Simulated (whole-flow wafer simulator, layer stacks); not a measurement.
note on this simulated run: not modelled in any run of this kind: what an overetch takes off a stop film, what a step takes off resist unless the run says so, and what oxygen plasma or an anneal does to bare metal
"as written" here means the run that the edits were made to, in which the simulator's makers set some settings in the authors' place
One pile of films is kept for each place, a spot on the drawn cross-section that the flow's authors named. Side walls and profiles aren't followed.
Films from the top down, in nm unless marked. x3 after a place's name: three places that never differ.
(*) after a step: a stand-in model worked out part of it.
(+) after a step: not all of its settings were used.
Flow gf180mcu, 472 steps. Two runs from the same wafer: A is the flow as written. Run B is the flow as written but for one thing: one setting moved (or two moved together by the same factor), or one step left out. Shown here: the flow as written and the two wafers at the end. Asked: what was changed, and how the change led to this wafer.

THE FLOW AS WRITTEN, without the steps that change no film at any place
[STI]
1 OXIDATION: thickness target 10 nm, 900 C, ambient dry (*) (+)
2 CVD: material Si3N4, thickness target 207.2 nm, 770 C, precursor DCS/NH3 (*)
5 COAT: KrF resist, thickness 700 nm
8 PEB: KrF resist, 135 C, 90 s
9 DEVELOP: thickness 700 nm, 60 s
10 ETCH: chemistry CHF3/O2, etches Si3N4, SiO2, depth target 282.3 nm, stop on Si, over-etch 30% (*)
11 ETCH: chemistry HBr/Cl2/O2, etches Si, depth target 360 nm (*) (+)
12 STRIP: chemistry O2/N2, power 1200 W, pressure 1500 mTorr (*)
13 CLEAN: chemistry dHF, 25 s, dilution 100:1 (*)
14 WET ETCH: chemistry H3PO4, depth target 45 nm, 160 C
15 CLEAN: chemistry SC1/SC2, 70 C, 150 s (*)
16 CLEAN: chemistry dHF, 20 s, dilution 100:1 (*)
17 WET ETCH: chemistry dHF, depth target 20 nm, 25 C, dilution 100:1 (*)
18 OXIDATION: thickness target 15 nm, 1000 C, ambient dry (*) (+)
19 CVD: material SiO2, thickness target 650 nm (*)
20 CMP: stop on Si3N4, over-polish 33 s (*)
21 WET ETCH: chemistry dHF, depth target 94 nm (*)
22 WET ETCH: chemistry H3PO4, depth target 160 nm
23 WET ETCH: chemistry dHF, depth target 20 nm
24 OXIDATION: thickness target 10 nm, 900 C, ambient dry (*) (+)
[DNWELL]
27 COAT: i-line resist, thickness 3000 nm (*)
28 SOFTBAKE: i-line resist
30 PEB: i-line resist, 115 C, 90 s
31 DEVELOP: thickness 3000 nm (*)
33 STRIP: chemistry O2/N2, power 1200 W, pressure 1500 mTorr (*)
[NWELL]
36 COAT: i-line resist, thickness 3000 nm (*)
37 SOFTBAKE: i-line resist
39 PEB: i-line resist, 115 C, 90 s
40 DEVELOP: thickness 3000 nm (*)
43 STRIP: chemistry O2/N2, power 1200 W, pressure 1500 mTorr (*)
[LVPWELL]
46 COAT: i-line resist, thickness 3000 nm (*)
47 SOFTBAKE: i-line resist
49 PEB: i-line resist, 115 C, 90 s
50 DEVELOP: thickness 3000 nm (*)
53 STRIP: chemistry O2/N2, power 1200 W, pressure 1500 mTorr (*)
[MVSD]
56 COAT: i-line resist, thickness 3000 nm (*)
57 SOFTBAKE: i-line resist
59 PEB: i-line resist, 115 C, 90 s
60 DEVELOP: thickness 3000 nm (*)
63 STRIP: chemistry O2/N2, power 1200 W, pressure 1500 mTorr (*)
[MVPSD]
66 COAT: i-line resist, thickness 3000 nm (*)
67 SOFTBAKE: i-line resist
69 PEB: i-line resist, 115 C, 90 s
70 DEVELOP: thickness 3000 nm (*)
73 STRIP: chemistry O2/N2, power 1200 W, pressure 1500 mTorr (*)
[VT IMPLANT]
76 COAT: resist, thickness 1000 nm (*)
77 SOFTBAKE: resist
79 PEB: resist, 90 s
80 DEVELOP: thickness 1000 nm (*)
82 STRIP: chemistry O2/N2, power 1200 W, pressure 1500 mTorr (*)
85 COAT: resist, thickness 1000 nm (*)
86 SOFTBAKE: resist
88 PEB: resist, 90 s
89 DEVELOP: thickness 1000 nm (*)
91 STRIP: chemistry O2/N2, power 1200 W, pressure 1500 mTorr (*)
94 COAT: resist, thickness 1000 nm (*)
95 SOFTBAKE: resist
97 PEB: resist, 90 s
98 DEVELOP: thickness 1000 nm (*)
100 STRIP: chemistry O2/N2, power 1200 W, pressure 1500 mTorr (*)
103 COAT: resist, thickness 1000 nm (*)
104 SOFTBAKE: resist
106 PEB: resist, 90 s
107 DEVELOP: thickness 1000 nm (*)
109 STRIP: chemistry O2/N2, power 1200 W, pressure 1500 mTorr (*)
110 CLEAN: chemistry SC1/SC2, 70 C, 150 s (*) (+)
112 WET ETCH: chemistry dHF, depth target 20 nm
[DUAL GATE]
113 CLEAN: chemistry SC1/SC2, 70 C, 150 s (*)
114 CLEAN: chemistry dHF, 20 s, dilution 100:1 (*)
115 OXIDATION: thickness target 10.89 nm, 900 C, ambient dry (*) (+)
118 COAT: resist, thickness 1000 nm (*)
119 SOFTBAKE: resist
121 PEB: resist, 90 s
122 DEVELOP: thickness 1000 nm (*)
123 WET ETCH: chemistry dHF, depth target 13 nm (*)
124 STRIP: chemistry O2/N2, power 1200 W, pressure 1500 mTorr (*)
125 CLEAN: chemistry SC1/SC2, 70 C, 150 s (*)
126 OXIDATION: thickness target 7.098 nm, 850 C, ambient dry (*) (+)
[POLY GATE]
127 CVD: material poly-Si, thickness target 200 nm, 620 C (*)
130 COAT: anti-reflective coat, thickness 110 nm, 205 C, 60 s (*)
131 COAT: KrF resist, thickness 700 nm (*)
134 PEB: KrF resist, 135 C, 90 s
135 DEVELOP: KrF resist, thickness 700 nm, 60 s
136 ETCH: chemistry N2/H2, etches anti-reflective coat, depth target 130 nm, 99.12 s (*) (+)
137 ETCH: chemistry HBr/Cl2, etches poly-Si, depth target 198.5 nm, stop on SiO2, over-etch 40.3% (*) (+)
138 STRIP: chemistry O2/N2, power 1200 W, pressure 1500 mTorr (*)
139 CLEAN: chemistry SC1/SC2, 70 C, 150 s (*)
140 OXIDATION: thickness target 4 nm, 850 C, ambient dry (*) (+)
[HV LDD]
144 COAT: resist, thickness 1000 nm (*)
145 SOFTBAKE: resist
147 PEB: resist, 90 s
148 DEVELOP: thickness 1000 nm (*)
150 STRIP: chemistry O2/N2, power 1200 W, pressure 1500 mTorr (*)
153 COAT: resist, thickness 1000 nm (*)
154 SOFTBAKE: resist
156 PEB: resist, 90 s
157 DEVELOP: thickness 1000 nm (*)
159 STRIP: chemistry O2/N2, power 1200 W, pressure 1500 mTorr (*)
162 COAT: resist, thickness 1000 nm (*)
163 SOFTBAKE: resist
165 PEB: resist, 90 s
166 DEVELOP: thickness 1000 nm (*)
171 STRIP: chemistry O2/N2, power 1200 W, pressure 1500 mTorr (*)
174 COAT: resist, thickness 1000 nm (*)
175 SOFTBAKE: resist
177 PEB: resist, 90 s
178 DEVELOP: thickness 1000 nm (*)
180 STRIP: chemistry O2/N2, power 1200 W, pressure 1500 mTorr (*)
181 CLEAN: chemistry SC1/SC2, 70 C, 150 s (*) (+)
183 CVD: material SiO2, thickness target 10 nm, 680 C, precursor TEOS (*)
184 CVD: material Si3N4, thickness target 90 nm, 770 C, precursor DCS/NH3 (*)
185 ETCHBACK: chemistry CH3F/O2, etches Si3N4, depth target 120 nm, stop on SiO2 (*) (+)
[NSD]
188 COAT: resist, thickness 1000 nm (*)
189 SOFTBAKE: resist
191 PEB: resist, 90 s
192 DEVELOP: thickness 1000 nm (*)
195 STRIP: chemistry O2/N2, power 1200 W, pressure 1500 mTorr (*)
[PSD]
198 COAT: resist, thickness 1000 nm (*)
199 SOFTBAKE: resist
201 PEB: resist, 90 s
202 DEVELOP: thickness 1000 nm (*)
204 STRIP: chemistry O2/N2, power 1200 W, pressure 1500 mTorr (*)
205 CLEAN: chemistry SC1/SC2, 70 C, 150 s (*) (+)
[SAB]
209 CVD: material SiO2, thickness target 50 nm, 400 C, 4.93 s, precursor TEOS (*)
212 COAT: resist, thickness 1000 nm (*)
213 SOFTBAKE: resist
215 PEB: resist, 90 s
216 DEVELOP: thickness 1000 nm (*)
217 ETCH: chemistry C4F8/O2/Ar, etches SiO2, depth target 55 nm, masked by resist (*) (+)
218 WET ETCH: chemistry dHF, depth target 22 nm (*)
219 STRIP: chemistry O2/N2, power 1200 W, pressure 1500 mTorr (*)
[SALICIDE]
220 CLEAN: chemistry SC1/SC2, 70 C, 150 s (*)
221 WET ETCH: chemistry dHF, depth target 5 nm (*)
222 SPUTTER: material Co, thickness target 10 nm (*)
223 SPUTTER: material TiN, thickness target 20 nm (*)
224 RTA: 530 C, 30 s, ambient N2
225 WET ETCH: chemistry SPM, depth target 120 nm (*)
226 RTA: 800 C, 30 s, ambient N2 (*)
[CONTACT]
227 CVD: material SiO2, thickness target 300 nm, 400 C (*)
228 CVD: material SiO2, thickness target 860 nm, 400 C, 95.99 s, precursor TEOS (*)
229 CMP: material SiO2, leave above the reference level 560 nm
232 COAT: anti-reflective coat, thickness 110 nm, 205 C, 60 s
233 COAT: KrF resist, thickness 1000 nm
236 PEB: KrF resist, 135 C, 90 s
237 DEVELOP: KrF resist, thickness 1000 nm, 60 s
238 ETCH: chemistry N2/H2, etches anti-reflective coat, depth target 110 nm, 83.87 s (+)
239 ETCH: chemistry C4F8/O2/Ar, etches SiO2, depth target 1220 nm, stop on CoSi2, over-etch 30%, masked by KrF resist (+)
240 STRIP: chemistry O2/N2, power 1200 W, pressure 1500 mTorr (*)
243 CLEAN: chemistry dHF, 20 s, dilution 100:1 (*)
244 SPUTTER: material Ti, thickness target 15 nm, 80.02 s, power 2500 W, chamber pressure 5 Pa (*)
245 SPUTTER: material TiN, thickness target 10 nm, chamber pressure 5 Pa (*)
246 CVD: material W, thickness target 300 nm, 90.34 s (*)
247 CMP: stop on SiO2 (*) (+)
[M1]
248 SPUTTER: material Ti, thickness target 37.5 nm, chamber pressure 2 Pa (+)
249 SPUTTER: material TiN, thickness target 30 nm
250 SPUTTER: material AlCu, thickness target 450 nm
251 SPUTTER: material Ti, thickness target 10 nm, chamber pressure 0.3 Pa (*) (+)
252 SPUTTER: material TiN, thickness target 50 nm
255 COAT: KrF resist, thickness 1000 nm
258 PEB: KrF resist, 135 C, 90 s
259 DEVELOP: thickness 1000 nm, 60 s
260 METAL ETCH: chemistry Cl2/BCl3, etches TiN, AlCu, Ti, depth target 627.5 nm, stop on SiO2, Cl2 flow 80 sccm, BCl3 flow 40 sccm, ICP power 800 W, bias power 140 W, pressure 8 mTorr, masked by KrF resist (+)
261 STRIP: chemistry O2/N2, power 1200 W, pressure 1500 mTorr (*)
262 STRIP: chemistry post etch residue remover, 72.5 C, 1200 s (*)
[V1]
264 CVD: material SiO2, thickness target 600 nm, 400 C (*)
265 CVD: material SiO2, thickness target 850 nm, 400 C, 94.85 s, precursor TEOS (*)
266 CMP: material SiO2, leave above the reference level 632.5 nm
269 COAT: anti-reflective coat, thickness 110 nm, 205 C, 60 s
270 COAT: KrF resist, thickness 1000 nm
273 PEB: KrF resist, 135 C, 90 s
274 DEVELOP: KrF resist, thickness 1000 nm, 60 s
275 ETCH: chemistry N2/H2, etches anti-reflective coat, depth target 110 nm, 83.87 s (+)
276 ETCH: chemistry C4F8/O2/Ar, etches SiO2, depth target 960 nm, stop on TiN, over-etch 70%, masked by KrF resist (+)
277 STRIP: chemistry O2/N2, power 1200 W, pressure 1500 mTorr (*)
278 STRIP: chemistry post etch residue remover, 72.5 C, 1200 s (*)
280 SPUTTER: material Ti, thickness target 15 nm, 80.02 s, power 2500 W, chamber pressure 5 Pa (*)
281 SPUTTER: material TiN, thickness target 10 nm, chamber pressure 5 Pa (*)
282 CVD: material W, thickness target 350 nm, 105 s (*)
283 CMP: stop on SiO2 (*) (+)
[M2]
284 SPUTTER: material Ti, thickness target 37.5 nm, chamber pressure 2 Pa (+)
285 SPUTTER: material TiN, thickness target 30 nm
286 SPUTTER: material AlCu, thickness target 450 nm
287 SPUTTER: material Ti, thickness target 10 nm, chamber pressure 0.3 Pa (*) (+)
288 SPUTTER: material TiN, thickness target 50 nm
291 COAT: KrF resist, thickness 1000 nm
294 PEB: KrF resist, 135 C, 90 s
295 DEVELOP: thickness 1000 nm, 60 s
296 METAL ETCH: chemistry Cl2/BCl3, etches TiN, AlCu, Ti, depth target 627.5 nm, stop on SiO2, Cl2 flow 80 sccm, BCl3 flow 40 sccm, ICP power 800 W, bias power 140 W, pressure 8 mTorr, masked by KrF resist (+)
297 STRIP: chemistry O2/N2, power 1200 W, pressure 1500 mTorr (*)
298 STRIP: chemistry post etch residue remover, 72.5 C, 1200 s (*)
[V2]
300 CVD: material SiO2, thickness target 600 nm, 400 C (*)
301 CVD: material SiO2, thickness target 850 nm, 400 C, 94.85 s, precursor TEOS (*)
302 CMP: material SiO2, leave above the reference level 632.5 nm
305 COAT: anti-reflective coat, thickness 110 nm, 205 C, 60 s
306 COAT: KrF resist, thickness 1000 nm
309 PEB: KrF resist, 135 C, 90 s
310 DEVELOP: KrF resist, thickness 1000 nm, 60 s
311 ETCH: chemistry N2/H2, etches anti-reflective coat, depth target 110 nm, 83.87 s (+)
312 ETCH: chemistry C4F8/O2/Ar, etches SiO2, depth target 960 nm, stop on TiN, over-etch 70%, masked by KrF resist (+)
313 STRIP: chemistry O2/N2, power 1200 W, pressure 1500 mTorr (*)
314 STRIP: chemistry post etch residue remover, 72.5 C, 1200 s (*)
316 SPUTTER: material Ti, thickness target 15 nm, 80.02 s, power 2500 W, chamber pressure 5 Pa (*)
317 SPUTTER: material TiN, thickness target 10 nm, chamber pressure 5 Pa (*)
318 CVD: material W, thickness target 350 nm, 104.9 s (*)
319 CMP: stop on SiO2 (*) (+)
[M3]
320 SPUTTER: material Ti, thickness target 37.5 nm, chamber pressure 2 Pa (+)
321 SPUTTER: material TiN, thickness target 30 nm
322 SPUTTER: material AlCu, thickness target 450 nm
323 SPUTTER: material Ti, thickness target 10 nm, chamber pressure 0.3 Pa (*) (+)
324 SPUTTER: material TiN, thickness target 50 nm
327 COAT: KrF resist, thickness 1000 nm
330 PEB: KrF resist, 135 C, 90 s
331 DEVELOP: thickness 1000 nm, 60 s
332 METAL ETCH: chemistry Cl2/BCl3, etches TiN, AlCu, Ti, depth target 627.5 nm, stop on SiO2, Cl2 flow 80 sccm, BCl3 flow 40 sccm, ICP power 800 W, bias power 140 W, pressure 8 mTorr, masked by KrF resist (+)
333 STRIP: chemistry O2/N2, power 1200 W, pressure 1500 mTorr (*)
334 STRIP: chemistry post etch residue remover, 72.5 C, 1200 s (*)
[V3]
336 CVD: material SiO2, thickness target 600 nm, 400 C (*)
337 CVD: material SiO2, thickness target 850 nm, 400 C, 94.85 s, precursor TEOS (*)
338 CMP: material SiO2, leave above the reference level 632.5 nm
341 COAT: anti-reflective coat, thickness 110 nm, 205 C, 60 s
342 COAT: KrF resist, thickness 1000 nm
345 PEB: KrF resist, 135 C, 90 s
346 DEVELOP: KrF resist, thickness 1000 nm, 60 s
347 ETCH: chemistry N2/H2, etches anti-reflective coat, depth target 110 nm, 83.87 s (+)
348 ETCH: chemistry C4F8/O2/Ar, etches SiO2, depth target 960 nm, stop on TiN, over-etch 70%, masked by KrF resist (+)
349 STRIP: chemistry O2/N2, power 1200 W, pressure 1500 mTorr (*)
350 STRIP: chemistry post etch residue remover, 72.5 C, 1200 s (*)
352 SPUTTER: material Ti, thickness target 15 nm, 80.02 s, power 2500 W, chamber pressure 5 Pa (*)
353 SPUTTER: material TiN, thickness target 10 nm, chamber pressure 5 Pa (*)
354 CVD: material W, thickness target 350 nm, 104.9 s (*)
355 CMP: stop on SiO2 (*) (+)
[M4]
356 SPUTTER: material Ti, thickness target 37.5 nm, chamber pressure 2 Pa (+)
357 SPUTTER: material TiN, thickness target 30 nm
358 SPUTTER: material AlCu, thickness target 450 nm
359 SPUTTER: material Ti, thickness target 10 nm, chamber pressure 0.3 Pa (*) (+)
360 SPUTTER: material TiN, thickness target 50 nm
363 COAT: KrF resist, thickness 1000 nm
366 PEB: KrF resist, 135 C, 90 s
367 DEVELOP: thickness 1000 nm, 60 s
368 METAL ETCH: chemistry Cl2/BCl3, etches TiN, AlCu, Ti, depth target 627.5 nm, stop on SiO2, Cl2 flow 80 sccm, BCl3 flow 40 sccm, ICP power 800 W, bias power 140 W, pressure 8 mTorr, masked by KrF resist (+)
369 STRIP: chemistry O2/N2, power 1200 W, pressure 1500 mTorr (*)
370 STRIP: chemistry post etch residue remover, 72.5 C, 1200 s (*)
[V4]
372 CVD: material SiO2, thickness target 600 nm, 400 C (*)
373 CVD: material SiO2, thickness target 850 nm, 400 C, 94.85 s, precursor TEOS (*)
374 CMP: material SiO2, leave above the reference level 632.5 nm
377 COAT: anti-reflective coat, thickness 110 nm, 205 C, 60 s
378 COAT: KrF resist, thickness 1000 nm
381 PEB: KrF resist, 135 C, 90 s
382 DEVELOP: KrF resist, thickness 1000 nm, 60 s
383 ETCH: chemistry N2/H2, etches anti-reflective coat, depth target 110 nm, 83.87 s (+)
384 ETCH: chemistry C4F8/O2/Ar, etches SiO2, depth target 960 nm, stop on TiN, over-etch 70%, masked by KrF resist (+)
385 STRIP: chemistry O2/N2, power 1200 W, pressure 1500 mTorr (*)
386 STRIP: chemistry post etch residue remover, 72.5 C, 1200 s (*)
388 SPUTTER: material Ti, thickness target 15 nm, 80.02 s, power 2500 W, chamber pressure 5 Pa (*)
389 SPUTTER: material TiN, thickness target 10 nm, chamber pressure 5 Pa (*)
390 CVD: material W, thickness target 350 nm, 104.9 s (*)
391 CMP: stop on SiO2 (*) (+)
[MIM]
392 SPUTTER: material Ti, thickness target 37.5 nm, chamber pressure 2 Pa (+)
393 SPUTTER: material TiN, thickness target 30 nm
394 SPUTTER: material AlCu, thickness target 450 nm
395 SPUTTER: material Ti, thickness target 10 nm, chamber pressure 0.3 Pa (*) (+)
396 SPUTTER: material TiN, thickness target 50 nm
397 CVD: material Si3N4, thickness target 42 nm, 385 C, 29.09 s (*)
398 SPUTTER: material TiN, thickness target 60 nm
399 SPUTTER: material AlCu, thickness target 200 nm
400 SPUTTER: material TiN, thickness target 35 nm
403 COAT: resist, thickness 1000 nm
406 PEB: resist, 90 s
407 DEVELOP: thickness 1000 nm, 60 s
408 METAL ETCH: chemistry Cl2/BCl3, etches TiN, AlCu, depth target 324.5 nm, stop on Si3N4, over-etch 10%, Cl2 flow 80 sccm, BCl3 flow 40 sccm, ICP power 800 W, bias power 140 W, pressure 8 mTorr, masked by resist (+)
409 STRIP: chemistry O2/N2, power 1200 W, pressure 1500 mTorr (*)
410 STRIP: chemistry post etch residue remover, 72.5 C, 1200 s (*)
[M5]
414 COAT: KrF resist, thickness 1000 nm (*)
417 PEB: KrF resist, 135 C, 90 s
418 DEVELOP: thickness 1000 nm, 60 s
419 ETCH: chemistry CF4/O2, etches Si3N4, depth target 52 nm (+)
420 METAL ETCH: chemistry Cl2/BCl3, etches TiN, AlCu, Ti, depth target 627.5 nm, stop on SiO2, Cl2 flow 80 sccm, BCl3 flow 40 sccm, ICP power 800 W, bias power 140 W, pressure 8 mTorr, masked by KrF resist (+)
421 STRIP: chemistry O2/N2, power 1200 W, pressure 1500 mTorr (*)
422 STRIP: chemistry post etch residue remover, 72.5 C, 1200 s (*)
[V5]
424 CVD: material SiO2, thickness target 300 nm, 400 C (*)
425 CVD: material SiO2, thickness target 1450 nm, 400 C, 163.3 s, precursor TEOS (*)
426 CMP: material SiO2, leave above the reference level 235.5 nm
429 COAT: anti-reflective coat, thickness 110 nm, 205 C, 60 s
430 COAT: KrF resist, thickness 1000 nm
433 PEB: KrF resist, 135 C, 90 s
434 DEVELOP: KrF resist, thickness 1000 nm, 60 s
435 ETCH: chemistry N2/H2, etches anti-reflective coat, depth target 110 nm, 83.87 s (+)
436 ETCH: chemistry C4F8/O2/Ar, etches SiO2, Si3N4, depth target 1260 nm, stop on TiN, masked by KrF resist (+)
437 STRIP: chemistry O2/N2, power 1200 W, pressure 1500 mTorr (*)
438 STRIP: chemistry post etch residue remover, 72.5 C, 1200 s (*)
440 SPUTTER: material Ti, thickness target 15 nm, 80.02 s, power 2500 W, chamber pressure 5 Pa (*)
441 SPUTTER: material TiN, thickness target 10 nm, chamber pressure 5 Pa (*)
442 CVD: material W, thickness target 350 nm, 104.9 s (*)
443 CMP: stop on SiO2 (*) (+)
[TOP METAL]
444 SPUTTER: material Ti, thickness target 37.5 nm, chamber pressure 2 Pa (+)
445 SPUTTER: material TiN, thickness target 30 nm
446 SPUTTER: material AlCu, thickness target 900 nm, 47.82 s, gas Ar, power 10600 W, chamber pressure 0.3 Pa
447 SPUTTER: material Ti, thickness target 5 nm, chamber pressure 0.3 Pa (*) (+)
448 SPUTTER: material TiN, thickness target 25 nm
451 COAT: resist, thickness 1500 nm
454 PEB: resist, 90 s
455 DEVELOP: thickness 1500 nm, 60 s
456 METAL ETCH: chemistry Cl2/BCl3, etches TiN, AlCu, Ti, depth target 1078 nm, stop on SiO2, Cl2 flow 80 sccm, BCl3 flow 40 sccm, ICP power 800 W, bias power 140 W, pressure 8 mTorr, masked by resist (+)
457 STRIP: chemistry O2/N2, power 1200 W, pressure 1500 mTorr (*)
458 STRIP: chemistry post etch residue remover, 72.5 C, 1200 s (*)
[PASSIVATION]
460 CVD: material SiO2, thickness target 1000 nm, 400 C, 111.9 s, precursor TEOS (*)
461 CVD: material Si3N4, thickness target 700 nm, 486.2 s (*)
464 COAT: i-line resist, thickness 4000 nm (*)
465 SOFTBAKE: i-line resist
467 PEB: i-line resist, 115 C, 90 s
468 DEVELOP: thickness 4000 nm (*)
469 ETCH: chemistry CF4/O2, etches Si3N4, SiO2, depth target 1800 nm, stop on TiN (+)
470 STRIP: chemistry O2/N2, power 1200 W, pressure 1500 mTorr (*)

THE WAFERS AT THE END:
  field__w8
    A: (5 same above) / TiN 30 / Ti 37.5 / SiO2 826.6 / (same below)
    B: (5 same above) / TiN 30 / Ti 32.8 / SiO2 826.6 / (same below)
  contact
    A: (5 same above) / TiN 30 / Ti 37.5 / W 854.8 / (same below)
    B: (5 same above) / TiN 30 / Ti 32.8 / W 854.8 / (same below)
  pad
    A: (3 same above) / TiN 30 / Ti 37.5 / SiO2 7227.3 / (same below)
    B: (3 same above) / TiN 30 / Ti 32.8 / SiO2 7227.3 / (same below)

The cause: step 444, SPUTTER: thickness target 32.81 nm was run, where the flow has thickness target 37.5 nm.
It can be read off the wafer: field__w8 has Ti 32.8, and step 444 as written asks for 37.5 nm.

How the change led to this, step by step:
  444 SPUTTER: material Ti, thickness target 37.5 nm, chamber pressure 2 Pa (+)
      field, field__w1, field__w2 and 109 more: A Ti +37.5 (new film) | B Ti +32.8 (new film)
  456 METAL ETCH: chemistry Cl2/BCl3, etches TiN, AlCu, Ti, depth target 1078 nm, stop on SiO2, Cl2 flow 80 sccm, BCl3 flow 40 sccm, ICP power 800 W, bias power 140 W, pressure 8 mTorr, masked by resist (+)
      field, field__w1, field__w2 and 103 more: A TiN -25 (all of it), Ti -5 (all of it), AlCu -900 (all of it), TiN -30 (all of it), Ti -37.5 (all of it) | B TiN -25 (all of it), Ti -5 (all of it), AlCu -900 (all of it), TiN -30 (all of it), Ti -32.8 (all of it)
